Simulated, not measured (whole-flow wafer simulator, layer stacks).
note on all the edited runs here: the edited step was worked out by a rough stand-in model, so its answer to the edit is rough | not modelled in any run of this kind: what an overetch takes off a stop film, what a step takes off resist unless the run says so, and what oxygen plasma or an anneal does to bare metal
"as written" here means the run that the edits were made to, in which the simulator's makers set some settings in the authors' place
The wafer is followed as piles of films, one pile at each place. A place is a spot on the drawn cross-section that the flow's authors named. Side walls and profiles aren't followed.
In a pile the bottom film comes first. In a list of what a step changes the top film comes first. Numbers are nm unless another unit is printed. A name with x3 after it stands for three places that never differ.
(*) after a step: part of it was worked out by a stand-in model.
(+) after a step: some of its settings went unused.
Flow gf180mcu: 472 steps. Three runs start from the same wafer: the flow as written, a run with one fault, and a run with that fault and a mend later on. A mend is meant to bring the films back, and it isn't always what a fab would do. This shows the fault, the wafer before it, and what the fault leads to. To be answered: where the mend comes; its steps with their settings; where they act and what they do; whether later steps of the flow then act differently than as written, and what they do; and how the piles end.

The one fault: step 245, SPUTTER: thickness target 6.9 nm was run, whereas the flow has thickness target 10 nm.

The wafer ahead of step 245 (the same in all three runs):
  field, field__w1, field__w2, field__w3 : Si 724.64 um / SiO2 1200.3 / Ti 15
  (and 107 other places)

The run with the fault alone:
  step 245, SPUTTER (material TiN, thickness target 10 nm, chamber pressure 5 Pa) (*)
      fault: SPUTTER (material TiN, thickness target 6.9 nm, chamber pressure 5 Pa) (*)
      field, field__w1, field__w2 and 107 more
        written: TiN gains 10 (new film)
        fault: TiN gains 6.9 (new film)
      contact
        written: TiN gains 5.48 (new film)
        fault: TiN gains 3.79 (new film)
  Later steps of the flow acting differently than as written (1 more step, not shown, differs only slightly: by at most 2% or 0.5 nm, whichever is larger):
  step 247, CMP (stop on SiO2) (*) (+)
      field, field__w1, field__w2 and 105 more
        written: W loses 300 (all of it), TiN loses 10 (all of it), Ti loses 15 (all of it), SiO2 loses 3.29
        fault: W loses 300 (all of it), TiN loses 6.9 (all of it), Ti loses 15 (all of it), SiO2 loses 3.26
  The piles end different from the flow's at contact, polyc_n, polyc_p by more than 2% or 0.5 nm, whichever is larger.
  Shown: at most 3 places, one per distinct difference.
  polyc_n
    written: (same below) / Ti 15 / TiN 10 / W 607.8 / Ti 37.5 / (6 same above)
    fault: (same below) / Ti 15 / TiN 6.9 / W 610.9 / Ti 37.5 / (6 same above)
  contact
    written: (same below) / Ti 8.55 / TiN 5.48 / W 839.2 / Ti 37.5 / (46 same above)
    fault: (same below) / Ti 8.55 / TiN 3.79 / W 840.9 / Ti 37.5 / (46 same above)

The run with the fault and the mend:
  After step 245 comes the mend.
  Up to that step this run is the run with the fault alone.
  step 245a, SPUTTER (material TiN, thickness target 3.1 nm, chamber pressure 5 Pa) (*) (a further turn of the flow's step 245, with different settings)
      field, field__w1, field__w2 and 107 more
        TiN gains 3.1
      contact
        TiN gains 1.7
  Every later step of the flow that is run acts as written at every place that is followed.
  The piles end the same as the flow's at every place that both follow.
